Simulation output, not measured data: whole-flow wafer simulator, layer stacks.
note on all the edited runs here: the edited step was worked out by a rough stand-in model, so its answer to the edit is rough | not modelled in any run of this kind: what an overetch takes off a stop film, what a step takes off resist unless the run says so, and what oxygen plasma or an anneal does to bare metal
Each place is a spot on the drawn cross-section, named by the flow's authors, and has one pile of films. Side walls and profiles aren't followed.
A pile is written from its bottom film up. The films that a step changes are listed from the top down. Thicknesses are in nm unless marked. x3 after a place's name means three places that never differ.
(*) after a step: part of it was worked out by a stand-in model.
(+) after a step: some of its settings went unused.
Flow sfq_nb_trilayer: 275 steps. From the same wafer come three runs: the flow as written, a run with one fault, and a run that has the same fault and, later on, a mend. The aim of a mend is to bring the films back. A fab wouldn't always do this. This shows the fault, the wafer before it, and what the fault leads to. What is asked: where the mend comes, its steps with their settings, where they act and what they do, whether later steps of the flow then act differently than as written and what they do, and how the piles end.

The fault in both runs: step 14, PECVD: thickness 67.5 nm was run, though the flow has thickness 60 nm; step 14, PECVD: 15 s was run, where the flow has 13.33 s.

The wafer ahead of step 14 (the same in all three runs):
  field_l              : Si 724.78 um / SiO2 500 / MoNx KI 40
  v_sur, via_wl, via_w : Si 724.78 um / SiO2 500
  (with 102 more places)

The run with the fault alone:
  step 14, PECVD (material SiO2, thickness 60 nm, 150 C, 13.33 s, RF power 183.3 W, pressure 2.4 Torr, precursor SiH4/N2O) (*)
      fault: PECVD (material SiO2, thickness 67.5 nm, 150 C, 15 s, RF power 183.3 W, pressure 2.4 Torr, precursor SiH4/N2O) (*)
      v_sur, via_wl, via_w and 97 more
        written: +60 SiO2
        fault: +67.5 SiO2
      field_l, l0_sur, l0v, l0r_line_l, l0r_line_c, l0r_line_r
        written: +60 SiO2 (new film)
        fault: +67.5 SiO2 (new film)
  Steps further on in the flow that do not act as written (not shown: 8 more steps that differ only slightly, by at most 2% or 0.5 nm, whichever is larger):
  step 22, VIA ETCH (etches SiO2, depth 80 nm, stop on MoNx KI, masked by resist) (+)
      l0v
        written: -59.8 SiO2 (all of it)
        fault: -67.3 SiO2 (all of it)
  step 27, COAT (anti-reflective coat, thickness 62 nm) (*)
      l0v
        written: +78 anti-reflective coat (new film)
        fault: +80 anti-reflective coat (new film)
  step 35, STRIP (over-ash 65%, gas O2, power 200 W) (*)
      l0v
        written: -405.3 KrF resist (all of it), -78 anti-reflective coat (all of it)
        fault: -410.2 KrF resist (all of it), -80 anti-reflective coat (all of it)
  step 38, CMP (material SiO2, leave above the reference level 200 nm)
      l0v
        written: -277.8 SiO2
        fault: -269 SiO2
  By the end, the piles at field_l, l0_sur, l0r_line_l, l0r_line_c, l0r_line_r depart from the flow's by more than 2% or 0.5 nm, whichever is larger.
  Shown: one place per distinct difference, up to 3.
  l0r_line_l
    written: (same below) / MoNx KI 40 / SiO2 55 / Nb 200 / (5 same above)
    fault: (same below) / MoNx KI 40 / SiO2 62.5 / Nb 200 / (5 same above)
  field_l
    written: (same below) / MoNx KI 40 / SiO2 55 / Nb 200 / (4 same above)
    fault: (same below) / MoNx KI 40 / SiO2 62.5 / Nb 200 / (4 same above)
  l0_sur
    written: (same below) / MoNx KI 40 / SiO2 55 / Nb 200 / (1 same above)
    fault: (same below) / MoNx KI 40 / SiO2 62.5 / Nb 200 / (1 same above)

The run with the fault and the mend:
  The mend stands after step 20.
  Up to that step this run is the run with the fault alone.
  step 20a, STRIP (over-ash 65%, gas O2, power 200 W) (*)
      p4_fl x3, p4_w1 x9, p4_g1 x2 and 59 more
        -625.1 KrF resist (all of it), -62 anti-reflective coat (all of it)
      jj_sur, ce_l, c5j, ce_r, sp_r, be_r, r_sur
        -632 KrF resist (all of it), -63.7 anti-reflective coat (all of it)
      wire, field_r
        -632.5 KrF resist (all of it), -63.8 anti-reflective coat (all of it)
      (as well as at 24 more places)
  step 20b, VIA ETCH (etches SiO2, depth 7.5 nm)
      field_l, v_sur, via_wl and 103 more
        -7.5 SiO2
  step 20c, COAT (anti-reflective coat, thickness 62 nm) (*) (the flow's step 15 again)
      p4_fl x3, p4_w1 x9, p4_g1 x2 and 59 more
        +62 anti-reflective coat (new film)
      be_sur, gap, jj_sur and 8 more
        +63.7 anti-reflective coat (new film)
      wire, be, moat, field_r, lsp_l
        +63.8 anti-reflective coat (new film)
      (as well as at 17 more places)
  step 20d, COAT (KrF resist, thickness 650 nm) (*) (the flow's step 16 again)
      p4_fl x3, p4_w1 x9, p4_g1 x2 and 59 more
        +650 KrF resist (new film)
      ce_l, c5j, ce_r, sp_r, be_r, r_sur
        +656.9 KrF resist (new film)
      gap, jj_sur, res
        +657 KrF resist (new film)
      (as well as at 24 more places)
  step 20e, SOFTBAKE (KrF resist) (the flow's step 17 again)
      does not change any film at any place that is followed
  step 20f, EXPOSE (photomask L0V, dose 12.41 mJ/cm2, NA 0.6, wavelength 248 nm) (*) (the flow's step 18 again)
      does not change any film at any place that is followed
  step 20g, PEB (KrF resist, 90 s) (the flow's step 19 again)
      p4_fl x3, p4_w1 x9, p4_g1 x2 and 59 more
        -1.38 KrF resist
      via_v, wire, be and 15 more
        -1.39 KrF resist
      v_sur, via_w, via_wr, via_sp, lsp_m, ln_m6, lsp_r
        -1.4 KrF resist
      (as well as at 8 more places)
  step 20h, DEVELOP (KrF resist, thickness 650 nm, 60 s) (the flow's step 20 again)
      field_l, v_sur, via_wl and 102 more
        -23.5 KrF resist
      l0v
        -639 KrF resist (all of it)
  Every later step of the flow that is run acts as written, at every place that is followed, to within 2% or 0.5 nm, whichever is larger.
  The piles end the same as the flow's at every place that both follow.
